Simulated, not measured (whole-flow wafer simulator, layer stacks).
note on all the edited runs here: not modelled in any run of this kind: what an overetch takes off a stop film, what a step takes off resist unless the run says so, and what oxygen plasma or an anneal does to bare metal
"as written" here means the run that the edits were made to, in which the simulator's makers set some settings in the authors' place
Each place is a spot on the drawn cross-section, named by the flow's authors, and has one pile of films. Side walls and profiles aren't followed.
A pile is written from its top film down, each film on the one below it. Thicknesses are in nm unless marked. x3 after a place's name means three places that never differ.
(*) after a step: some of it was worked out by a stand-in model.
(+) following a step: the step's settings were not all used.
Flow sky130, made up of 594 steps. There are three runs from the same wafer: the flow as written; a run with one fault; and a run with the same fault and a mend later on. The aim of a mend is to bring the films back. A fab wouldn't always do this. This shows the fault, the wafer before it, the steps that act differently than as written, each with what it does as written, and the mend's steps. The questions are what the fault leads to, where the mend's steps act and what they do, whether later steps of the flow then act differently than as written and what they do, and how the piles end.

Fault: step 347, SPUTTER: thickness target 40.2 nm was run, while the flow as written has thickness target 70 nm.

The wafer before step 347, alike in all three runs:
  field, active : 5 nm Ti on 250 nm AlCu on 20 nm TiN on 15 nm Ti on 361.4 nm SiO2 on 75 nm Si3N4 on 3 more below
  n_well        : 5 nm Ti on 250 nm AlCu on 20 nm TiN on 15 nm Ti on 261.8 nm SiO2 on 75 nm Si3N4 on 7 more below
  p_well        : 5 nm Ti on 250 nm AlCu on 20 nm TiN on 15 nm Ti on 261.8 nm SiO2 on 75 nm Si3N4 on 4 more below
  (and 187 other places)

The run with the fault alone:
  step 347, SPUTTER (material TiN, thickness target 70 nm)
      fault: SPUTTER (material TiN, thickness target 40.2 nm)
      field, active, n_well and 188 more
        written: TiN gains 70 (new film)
        fault: TiN gains 40.2 (new film)
  Later steps of the flow acting differently than as written (not shown: 15 more steps that differ only slightly, by at most 2% or 0.5 nm, whichever is larger):
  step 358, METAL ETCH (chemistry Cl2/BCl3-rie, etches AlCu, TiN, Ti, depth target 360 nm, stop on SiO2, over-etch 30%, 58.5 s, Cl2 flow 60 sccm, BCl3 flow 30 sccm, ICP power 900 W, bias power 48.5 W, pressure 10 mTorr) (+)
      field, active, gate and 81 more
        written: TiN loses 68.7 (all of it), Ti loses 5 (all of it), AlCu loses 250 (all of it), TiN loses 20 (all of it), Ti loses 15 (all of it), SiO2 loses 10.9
        fault: TiN loses 38.9 (all of it), Ti loses 5 (all of it), AlCu loses 250 (all of it), TiN loses 20 (all of it), Ti loses 15 (all of it), SiO2 loses 13.9
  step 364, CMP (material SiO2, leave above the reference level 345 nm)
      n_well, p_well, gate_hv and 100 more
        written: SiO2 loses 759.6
        fault: SiO2 loses 729.8
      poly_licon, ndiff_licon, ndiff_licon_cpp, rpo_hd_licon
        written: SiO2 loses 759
        fault: SiO2 loses 729.2
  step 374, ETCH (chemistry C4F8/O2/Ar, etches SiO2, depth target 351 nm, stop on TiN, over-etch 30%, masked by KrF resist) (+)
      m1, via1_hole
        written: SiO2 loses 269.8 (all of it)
        fault: SiO2 loses 299.6 (all of it)
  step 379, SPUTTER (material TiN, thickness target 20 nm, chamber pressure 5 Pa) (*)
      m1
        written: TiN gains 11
        fault: TiN gains 10.4
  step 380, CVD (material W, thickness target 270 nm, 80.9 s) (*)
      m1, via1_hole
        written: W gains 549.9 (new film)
        fault: W gains 580.2 (new film)
  At n_well, p_well, gate_hv and 104 more, the piles at the end differ from the flow's by more than 2% or 0.5 nm, whichever is larger.
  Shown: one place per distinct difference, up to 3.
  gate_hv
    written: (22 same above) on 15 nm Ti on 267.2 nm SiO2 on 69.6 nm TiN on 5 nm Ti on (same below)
    fault: (22 same above) on 15 nm Ti on 297 nm SiO2 on 39.8 nm TiN on 5 nm Ti on (same below)
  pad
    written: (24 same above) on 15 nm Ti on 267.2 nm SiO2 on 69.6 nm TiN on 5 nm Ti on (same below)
    fault: (24 same above) on 15 nm Ti on 297 nm SiO2 on 39.8 nm TiN on 5 nm Ti on (same below)
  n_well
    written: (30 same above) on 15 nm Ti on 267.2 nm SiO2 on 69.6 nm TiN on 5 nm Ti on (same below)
    fault: (30 same above) on 15 nm Ti on 297 nm SiO2 on 39.8 nm TiN on 5 nm Ti on (same below)

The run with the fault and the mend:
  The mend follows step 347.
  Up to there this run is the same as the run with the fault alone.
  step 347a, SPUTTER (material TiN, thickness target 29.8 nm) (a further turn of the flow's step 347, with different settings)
      field, active, n_well and 188 more
        TiN gains 29.8
  Every later step of the flow that is run acts as written at every place that is followed.
  The piles end the same as the flow's at every place that both follow.
